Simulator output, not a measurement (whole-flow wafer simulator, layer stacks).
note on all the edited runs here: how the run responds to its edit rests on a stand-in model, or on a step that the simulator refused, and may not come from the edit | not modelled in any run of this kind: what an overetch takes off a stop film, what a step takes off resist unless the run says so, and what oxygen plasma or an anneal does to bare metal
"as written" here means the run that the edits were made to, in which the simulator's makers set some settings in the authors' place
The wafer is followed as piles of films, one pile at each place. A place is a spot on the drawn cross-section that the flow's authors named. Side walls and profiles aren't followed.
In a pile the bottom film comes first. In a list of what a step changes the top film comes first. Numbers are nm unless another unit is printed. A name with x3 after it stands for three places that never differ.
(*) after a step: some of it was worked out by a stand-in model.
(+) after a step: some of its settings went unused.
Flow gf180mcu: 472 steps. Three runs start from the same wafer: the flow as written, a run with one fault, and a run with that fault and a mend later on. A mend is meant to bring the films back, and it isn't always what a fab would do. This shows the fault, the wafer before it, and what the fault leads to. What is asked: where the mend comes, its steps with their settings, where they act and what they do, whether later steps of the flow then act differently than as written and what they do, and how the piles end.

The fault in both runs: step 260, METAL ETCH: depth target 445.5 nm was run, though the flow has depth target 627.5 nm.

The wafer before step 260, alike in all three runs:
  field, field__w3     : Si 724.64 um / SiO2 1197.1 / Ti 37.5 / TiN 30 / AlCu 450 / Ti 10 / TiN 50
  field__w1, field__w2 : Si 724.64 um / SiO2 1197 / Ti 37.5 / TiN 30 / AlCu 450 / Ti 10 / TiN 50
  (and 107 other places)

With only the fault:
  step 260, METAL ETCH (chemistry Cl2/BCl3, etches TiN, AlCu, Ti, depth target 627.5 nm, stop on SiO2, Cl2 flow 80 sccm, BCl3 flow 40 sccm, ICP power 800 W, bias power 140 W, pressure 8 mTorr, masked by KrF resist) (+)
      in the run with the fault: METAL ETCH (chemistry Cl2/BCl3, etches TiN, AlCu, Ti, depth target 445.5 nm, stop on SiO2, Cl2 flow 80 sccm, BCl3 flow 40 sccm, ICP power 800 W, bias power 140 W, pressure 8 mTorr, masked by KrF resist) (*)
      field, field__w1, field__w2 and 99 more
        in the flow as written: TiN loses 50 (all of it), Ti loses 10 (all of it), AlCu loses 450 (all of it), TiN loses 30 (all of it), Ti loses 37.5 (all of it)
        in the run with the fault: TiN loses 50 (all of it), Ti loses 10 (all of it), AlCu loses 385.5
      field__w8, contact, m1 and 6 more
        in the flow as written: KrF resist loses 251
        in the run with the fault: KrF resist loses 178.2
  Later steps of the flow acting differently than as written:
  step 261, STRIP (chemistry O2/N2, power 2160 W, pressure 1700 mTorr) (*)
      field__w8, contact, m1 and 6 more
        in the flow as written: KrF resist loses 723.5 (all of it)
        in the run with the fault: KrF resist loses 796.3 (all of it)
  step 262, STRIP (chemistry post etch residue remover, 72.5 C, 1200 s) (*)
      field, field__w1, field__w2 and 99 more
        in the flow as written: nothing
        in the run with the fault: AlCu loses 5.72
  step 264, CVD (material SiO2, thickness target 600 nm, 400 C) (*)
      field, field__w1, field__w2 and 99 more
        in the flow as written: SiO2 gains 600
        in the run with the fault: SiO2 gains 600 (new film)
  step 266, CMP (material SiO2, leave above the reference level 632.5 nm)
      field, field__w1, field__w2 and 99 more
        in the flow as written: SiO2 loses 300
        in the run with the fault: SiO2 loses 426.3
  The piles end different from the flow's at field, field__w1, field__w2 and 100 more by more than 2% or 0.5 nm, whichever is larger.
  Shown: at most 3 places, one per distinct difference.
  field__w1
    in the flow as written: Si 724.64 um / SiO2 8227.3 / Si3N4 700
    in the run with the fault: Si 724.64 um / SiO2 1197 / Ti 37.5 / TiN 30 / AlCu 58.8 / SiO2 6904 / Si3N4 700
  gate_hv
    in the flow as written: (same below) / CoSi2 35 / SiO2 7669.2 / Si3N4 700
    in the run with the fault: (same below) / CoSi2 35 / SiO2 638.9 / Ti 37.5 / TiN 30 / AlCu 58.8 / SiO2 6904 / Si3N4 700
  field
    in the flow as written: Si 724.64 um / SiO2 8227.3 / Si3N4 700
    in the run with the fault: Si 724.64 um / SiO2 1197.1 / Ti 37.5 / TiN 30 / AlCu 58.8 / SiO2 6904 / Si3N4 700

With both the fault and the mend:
  After step 260 comes the mend.
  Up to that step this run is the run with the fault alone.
  step 260a, METAL ETCH (chemistry Cl2/BCl3, etches TiN, AlCu, Ti, depth target 182 nm, stop on SiO2, Cl2 flow 80 sccm, BCl3 flow 40 sccm, ICP power 800 W, bias power 140 W, pressure 8 mTorr, masked by KrF resist) (+) (a further turn of the flow's step 260, with different settings)
      field, field__w1, field__w2 and 99 more
        AlCu loses 64.5 (all of it), TiN loses 30 (all of it), Ti loses 37.5 (all of it)
      field__w8, contact, m1 and 6 more
        KrF resist loses 72.8
  Every later step of the flow that is run acts as written at every place that is followed.
  The piles end the same as the flow's at every place that both follow.
